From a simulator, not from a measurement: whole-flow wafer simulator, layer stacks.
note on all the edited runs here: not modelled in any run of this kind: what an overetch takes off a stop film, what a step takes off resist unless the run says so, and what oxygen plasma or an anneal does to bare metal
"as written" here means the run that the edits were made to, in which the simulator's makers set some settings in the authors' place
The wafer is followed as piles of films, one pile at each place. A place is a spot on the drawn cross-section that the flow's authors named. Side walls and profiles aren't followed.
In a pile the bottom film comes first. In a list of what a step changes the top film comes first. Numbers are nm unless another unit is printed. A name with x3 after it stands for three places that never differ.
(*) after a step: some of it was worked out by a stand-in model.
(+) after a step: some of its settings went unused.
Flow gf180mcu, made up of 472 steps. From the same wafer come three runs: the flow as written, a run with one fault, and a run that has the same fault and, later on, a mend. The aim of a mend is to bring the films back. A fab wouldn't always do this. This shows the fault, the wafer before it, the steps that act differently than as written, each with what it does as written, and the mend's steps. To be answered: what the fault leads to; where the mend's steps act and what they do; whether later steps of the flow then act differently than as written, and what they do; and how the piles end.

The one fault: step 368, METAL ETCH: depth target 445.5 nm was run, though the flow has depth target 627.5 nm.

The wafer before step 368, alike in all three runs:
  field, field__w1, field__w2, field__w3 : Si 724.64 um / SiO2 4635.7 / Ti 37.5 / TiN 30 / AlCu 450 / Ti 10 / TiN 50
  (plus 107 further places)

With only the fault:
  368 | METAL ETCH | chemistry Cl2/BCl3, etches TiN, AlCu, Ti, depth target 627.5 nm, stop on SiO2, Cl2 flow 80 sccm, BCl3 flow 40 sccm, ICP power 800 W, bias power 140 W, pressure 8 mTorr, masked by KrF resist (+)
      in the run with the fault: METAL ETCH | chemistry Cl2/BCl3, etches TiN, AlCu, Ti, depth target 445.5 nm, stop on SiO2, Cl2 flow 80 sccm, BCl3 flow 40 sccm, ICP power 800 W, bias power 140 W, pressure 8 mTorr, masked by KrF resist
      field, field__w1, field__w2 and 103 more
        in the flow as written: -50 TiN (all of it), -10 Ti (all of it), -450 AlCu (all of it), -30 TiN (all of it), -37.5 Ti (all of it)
        in the run with the fault: -50 TiN (all of it), -10 Ti (all of it), -385.5 AlCu
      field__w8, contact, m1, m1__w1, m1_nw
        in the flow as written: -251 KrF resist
        in the run with the fault: -178.2 KrF resist
  Later steps of the flow acting differently than as written:
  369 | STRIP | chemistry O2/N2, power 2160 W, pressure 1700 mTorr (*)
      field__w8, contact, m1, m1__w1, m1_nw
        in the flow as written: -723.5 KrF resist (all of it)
        in the run with the fault: -796.3 KrF resist (all of it)
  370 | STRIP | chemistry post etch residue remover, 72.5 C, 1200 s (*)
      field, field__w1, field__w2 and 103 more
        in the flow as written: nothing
        in the run with the fault: -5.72 AlCu
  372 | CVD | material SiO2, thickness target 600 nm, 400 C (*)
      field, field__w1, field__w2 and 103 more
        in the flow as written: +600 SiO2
        in the run with the fault: +600 SiO2 (new film)
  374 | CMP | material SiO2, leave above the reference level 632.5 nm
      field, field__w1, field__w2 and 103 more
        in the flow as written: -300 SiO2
        in the run with the fault: -426.3 SiO2
  At field, field__w1, field__w2 and 104 more, the piles at the end differ from the flow's by more than 2% or 0.5 nm, whichever is larger.
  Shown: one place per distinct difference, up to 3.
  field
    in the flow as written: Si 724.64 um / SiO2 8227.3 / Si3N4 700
    in the run with the fault: Si 724.64 um / SiO2 4635.7 / Ti 37.5 / TiN 30 / AlCu 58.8 / SiO2 3465.3 / Si3N4 700
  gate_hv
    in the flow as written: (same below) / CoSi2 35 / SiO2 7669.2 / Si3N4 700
    in the run with the fault: (same below) / CoSi2 35 / SiO2 4077.6 / Ti 37.5 / TiN 30 / AlCu 58.8 / SiO2 3465.3 / Si3N4 700
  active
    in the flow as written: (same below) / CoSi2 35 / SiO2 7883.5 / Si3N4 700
    in the run with the fault: (same below) / CoSi2 35 / SiO2 4291.9 / Ti 37.5 / TiN 30 / AlCu 58.8 / SiO2 3465.3 / Si3N4 700

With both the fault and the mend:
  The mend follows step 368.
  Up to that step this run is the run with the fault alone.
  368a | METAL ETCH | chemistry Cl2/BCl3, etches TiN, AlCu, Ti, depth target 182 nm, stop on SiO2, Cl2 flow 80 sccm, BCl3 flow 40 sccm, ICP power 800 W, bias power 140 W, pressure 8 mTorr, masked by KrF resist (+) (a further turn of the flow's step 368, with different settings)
      field, field__w1, field__w2 and 103 more
        -64.5 AlCu (all of it), -30 TiN (all of it), -37.5 Ti (all of it)
      field__w8, contact, m1, m1__w1, m1_nw
        -72.8 KrF resist
  None of the later steps of the flow acts differently than as written at any place that is followed.
  By the end, the piles equal the flow's at every place that both follow.
